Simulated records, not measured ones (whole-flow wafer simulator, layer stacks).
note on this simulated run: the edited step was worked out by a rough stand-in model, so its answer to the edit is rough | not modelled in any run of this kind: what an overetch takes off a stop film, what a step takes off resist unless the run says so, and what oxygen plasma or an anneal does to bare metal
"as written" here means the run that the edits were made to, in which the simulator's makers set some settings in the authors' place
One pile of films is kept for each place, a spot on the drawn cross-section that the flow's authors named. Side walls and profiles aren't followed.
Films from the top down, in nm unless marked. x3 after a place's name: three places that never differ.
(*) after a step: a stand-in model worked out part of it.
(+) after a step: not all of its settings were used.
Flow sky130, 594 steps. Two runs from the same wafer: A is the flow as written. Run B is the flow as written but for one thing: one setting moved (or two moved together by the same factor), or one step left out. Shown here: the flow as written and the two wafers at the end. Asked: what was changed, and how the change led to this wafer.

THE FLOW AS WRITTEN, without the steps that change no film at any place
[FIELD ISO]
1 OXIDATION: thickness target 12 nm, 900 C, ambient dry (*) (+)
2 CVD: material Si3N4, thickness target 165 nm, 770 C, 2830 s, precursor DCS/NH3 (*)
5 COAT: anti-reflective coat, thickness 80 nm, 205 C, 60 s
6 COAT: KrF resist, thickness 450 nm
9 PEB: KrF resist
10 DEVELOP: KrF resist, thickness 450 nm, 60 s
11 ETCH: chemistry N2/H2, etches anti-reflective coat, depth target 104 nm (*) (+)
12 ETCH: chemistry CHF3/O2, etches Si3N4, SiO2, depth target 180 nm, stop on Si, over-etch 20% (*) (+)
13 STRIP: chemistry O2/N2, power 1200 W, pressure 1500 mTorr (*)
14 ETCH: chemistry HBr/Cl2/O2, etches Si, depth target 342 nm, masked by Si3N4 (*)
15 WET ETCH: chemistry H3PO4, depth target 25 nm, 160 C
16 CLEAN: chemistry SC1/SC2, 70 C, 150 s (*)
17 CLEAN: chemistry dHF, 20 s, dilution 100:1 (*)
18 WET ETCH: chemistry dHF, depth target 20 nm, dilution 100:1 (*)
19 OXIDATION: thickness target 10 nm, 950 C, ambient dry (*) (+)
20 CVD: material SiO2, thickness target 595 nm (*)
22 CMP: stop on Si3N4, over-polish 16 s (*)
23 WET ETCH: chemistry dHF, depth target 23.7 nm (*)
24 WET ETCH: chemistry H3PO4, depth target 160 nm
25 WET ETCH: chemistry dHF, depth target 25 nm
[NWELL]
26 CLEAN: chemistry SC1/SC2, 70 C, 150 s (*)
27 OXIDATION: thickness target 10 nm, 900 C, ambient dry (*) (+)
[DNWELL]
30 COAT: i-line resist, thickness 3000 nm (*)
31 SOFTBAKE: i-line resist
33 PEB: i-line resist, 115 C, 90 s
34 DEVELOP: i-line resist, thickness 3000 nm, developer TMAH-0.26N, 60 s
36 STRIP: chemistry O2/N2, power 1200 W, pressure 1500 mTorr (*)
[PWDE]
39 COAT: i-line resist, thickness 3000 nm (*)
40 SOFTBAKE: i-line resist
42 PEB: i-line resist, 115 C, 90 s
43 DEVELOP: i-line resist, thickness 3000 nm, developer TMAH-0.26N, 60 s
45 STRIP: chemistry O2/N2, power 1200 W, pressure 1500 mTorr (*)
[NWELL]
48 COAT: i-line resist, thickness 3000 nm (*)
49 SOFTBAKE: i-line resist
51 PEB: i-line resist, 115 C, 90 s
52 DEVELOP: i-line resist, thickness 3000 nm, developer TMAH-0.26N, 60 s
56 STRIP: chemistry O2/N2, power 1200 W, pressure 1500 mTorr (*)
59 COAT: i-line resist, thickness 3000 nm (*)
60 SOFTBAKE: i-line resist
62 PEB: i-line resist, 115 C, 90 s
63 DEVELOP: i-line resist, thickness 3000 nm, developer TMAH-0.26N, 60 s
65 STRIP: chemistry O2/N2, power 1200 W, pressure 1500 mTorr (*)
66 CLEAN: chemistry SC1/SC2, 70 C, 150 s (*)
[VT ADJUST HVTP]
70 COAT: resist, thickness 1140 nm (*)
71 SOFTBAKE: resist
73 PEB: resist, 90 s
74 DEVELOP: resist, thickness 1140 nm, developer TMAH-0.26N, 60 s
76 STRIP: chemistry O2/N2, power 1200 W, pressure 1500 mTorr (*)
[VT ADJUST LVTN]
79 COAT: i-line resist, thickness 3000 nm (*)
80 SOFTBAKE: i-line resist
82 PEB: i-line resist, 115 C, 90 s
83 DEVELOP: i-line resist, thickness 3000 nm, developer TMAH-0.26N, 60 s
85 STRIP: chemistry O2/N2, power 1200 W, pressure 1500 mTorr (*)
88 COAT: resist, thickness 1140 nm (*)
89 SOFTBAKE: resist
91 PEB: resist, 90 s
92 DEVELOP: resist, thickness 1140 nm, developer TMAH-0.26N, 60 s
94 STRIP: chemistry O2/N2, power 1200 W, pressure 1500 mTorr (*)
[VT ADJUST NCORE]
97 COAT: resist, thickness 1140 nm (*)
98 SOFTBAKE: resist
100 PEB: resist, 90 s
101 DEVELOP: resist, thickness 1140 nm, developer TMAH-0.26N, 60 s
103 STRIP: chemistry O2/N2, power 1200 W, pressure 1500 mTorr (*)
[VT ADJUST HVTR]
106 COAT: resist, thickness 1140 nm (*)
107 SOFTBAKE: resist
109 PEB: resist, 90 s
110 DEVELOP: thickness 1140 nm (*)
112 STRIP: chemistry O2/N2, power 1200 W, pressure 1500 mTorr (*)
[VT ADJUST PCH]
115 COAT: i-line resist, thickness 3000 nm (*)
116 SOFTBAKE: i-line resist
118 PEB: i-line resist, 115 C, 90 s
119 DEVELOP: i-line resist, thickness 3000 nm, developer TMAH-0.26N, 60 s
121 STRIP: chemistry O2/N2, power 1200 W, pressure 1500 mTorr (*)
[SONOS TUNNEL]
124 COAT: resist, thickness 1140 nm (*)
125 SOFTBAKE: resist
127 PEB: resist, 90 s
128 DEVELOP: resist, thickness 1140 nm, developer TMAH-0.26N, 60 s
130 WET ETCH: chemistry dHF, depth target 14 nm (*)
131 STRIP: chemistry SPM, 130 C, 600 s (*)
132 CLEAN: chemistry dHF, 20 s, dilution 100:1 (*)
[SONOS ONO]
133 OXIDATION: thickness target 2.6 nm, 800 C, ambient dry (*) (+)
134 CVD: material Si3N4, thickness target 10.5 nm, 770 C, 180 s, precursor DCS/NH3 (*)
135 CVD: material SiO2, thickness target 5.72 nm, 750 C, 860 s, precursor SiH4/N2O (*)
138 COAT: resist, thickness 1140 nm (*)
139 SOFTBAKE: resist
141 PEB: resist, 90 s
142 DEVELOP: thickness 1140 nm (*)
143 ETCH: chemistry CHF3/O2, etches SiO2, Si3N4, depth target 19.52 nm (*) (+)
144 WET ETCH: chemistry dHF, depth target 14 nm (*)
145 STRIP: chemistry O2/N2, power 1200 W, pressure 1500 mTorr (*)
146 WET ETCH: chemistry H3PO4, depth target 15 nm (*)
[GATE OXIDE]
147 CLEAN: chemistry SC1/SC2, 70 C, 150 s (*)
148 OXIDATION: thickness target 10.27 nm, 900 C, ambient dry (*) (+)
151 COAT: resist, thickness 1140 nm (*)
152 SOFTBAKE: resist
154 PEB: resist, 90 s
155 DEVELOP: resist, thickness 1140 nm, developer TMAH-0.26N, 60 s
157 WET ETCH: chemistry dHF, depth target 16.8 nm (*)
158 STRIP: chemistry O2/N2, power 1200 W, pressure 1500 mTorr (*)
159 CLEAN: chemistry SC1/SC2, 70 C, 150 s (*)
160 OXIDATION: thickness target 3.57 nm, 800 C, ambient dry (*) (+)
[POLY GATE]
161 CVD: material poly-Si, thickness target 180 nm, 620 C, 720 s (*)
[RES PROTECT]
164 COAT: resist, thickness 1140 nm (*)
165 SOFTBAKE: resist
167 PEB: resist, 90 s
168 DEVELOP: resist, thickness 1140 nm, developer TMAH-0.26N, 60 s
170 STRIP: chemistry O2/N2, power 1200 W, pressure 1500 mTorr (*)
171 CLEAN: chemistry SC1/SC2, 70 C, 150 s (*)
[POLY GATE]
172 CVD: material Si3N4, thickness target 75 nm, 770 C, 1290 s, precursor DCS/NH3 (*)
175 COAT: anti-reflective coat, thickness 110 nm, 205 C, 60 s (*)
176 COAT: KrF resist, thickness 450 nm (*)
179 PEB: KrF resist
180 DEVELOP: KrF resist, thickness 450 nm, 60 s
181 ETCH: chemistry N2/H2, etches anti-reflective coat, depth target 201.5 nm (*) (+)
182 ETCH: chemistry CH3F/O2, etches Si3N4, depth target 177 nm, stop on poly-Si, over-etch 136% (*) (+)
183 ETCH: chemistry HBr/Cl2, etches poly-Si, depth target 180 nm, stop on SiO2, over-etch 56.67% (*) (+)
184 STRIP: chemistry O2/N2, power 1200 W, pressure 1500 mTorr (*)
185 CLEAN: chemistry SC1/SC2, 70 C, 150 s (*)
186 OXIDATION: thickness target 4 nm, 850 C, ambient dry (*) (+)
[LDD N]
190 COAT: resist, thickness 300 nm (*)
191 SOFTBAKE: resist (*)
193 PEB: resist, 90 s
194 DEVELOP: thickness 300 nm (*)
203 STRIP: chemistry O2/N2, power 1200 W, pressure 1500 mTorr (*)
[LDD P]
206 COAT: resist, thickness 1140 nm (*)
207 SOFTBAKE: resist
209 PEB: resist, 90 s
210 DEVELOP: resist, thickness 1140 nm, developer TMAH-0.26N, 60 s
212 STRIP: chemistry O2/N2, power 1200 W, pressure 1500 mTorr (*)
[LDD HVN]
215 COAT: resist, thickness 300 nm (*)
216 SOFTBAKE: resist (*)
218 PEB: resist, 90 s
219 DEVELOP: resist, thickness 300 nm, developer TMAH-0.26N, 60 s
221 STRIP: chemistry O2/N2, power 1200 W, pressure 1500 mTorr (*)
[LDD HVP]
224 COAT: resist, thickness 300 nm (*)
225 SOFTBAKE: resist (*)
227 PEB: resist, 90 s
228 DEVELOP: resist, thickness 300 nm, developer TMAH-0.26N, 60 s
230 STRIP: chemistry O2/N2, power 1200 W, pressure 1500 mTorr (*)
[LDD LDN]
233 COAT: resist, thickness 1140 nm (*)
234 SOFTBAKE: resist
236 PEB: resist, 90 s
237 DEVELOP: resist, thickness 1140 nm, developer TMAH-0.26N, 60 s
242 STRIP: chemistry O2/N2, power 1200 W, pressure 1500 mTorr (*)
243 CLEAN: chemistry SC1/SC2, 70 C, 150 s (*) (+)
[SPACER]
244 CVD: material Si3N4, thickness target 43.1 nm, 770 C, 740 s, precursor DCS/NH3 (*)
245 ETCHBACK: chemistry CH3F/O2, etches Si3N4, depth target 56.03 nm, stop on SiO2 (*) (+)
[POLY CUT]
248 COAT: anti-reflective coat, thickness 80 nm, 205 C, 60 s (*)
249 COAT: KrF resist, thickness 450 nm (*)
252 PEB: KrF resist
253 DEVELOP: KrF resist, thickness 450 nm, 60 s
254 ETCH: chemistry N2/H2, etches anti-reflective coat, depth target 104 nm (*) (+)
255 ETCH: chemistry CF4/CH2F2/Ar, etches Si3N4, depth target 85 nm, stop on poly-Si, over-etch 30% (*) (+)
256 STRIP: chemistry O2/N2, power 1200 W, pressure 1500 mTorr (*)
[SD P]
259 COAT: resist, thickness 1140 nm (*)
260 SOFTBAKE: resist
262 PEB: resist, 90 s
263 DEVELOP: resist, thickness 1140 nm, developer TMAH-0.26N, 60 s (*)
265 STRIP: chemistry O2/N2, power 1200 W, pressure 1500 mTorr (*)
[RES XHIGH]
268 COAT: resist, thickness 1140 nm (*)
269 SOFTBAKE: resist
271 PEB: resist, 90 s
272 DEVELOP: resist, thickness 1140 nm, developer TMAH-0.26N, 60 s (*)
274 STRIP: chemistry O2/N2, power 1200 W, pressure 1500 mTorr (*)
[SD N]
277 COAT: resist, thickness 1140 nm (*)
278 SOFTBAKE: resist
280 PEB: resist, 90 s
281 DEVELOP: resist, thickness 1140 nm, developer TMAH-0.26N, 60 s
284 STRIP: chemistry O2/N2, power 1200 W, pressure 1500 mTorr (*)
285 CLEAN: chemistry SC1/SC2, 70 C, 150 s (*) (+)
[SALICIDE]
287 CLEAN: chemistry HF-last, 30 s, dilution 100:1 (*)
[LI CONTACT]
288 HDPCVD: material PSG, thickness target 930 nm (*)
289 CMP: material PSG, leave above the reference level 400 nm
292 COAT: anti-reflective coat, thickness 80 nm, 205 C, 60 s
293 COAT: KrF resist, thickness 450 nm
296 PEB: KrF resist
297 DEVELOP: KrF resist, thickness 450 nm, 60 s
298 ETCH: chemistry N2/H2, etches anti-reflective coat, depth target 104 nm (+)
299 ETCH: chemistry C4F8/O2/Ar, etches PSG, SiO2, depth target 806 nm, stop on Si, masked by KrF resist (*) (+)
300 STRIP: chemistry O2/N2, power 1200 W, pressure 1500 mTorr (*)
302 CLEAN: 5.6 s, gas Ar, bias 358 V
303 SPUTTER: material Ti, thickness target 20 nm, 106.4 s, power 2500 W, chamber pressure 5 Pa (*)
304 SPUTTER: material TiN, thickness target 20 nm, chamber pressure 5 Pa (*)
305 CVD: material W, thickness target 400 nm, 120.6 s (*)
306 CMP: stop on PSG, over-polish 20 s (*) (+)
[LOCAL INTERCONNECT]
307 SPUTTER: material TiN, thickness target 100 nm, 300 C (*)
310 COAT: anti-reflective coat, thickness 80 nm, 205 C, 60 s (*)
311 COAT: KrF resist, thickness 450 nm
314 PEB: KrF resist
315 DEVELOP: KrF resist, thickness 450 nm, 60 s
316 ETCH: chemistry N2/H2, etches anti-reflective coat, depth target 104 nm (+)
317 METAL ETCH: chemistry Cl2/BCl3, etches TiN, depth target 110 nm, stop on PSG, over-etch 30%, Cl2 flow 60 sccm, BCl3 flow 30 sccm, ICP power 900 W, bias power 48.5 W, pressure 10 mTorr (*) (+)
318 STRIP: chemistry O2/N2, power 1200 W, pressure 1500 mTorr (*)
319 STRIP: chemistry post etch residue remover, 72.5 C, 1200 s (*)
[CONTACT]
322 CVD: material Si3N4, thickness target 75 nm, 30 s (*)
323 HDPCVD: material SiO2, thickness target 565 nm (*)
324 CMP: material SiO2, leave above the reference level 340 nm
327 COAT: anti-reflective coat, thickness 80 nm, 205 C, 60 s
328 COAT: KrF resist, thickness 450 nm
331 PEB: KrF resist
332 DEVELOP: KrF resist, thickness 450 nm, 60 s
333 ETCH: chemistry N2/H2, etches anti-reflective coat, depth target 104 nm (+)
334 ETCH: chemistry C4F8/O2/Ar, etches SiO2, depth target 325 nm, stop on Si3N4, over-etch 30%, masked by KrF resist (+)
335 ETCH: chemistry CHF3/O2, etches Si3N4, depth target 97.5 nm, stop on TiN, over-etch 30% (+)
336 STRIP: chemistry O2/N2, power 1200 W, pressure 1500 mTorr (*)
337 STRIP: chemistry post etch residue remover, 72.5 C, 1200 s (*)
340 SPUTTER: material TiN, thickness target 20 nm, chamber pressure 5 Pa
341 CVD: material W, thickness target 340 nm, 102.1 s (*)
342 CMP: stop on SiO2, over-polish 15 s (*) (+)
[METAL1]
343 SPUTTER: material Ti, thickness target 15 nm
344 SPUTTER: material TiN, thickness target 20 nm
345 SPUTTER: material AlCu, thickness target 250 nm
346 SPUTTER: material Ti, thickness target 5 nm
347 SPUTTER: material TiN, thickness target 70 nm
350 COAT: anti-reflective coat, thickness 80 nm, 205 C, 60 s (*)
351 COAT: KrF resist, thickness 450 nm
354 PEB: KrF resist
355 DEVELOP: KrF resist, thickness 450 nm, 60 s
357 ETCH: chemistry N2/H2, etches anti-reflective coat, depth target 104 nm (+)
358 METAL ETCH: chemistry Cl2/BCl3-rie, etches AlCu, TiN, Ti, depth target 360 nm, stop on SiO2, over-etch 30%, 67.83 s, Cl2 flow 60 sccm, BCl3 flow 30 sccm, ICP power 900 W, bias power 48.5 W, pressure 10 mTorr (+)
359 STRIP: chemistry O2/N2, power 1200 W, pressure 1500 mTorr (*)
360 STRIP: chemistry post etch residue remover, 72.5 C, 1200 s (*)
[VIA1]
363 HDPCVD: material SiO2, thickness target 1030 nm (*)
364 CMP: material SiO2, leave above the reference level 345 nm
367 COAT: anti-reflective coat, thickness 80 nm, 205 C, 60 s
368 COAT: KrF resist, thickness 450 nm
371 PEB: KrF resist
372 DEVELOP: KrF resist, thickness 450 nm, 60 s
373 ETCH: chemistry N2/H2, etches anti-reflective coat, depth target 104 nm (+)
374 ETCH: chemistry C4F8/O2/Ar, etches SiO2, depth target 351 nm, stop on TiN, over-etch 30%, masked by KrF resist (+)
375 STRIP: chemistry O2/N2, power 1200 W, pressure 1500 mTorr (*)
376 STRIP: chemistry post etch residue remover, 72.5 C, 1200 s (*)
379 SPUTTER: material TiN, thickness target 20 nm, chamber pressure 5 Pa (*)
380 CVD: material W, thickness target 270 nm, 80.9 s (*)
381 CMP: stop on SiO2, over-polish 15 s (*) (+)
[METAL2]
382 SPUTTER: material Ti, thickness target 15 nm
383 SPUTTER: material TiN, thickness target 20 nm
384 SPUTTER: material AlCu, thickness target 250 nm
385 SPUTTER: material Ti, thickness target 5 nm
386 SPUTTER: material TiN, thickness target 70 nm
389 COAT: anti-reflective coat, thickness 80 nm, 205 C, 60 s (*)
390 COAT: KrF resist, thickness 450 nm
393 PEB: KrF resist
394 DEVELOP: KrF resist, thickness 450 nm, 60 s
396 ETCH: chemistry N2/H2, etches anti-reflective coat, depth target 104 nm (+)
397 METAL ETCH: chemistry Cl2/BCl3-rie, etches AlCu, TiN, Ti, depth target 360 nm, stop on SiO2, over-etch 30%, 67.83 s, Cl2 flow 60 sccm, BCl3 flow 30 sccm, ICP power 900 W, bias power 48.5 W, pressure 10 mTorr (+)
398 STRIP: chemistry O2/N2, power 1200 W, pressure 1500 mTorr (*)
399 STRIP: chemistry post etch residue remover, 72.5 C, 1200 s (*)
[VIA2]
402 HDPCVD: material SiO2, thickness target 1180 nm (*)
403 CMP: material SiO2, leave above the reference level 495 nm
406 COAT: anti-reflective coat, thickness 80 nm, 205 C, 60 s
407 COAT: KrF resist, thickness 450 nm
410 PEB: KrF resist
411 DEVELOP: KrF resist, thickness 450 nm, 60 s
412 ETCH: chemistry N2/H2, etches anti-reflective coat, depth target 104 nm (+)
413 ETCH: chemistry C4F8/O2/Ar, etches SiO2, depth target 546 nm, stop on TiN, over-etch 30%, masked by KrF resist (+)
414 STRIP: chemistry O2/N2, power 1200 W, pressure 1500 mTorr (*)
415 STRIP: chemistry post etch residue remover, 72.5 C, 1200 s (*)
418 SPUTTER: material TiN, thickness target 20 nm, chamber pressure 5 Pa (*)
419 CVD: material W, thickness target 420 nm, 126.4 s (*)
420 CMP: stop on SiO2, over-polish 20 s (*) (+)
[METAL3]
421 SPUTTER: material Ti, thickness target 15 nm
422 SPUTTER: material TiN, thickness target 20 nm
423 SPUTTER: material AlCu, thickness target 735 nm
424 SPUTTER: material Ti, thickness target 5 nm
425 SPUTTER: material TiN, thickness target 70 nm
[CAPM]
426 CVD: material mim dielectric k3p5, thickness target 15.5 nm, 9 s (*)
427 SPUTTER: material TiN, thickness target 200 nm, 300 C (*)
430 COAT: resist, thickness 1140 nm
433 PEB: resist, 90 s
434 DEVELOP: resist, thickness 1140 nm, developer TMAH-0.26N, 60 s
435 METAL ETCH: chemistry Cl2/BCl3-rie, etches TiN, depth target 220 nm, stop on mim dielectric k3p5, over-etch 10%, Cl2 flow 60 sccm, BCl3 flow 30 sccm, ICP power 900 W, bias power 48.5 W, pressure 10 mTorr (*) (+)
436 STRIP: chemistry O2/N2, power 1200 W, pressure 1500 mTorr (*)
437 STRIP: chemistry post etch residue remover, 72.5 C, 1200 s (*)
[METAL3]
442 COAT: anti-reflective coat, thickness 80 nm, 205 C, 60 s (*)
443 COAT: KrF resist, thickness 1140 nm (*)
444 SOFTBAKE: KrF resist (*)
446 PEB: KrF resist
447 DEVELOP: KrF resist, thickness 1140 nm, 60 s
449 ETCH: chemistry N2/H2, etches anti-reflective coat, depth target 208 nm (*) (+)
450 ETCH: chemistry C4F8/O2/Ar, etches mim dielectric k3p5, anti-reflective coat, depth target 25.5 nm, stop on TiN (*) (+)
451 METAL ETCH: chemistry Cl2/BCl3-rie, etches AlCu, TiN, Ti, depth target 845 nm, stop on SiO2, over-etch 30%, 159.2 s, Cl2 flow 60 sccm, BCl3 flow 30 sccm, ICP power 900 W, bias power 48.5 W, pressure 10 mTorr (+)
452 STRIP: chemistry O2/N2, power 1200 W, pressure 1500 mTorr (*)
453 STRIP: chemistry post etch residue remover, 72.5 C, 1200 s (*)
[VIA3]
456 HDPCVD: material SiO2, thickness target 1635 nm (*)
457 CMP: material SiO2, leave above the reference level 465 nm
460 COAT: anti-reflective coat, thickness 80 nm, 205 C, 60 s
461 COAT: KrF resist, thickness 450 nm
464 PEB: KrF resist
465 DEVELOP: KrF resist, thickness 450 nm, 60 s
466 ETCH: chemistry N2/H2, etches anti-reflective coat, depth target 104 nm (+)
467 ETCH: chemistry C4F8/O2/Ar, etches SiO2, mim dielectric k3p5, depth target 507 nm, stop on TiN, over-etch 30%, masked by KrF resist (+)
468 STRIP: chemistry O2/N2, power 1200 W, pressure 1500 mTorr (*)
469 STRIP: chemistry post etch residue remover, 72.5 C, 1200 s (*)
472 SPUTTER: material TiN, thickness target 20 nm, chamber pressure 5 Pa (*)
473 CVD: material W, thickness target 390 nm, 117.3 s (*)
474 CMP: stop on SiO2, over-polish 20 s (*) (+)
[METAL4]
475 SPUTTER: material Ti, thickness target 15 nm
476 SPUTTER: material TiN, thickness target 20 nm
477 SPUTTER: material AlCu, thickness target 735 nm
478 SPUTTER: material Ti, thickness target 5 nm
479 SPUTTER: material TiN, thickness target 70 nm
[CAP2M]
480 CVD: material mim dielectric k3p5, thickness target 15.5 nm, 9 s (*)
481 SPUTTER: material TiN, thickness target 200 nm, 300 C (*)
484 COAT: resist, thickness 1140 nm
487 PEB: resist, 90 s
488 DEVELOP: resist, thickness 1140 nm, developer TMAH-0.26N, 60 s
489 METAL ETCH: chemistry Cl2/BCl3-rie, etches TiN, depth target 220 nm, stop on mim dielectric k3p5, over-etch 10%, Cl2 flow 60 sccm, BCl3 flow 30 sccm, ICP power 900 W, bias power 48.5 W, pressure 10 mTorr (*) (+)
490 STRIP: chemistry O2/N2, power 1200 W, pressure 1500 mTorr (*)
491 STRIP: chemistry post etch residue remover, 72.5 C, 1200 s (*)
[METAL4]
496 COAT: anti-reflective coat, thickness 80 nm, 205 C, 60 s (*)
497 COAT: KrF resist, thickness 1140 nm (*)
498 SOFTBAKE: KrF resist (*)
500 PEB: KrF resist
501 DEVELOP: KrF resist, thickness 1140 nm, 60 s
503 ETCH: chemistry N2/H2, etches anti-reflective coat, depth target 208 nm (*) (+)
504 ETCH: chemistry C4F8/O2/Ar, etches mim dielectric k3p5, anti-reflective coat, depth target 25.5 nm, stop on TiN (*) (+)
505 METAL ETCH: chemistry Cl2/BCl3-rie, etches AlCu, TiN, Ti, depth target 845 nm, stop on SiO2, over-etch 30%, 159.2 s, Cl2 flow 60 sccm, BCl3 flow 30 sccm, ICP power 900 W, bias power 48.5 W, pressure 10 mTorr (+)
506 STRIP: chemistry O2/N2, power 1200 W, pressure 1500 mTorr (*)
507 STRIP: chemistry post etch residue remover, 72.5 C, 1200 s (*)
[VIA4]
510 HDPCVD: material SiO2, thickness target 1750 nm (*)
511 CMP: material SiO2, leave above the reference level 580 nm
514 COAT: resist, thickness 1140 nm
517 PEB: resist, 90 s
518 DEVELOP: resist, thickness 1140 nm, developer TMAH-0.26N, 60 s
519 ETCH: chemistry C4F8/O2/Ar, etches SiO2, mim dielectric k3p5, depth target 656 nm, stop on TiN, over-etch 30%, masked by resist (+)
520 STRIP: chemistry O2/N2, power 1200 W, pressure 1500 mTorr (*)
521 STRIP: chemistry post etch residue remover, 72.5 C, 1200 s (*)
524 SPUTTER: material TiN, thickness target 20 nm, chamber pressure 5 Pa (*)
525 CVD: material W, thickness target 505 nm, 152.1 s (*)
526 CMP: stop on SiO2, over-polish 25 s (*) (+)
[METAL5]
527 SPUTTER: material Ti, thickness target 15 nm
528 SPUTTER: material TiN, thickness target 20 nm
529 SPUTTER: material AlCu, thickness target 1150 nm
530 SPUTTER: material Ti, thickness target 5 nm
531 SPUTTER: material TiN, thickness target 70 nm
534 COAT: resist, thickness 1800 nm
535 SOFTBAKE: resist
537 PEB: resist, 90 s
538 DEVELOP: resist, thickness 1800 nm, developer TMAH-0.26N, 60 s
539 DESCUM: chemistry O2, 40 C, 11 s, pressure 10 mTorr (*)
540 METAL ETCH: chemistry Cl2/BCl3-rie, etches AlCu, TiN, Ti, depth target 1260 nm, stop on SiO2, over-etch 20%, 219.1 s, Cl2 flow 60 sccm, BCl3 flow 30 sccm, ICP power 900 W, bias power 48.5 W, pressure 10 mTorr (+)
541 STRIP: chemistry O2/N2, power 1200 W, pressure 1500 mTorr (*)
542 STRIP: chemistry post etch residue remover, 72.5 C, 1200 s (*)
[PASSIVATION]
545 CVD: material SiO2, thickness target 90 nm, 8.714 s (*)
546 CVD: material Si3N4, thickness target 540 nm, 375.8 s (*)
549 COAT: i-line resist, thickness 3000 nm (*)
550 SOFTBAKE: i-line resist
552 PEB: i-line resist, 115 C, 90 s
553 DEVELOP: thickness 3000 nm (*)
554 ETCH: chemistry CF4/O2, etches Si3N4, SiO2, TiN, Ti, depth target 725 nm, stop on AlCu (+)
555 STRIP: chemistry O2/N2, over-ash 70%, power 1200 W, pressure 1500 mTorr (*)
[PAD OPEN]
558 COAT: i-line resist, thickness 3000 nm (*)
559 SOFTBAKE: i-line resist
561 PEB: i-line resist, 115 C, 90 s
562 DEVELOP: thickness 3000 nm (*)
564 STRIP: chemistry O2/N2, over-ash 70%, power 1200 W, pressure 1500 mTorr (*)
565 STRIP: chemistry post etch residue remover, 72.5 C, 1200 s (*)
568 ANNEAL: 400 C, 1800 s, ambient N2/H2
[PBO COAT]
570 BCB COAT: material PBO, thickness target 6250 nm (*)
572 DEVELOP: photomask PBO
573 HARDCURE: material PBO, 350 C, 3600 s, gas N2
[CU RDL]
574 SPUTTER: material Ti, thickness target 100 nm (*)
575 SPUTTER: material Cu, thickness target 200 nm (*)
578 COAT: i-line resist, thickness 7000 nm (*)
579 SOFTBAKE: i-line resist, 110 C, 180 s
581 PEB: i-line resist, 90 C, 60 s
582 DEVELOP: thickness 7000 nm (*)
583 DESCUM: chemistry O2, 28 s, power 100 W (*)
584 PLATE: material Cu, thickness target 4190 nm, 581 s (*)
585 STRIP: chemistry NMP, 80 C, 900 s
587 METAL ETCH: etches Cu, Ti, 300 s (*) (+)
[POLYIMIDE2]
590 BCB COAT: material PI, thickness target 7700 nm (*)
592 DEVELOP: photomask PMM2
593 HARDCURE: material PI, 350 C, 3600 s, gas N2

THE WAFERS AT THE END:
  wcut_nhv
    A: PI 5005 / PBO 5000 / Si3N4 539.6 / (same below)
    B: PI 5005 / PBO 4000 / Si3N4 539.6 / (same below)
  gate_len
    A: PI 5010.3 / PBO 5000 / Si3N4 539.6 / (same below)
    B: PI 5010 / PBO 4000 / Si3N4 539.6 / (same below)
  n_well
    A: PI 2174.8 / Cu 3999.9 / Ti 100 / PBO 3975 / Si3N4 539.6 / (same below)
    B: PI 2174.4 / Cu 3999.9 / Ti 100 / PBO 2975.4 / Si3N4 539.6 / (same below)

The cause: step 570, BCB COAT: thickness target 5000 nm was run, where the flow has thickness target 6250 nm.

How the change led to this, step by step:
  570 BCB COAT: material PBO, thickness target 6250 nm (*)
      dice_street, vpp_sp, vpp_ln and 71 more: A PBO +6250 (new film) | B PBO +5000 (new film)
      gate_lvt_sd, active_lvt, spacer_lvt, gate_p_hvt_sd, active_p_hvt, spacer_p_hvt: A PBO +6257.1 (new film) | B PBO +5007.5 (new film)
      (and at 113 more places)
  572 DEVELOP: photomask PBO
      pad: A PBO -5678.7 (all of it) | B PBO -4429.2 (all of it)
  573 HARDCURE: material PBO, 350 C, 3600 s, gas N2
      dice_street, vpp_sp, vpp_ln and 71 more: A PBO -1250 | B PBO -1000
      vpp_tail, gate_hv_sd, active_hv5, spacer_hv5, gate_p_g5v0_sd, active_p_g5v0, spacer_p_g5v0, field_nw_hv: A PBO -1251.4 | B PBO -1001.4
      (and at 110 more places)
  578 COAT: i-line resist, thickness 7000 nm (*)
      pad: A i-line resist +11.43 um (new film) | B i-line resist +10.43 um (new film)
  579 SOFTBAKE: i-line resist, 110 C, 180 s
      varactor_hvt: A i-line resist -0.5 | B i-line resist +0.71
      gate_lvt: A i-line resist -0.25 | B i-line resist +1.28
      (and at 77 more places)
  582 DEVELOP: thickness 7000 nm (*)
      pad: A i-line resist -11.43 um (all of it) | B i-line resist -10.43 um (all of it)
  590 BCB COAT: material PI, thickness target 7700 nm (*)
      pad: A PI +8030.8 (new film) | B PI +7030.6 (new film)
  592 DEVELOP: photomask PMM2
      pad: A PI -8030.8 (all of it) | B PI -7030.6 (all of it)
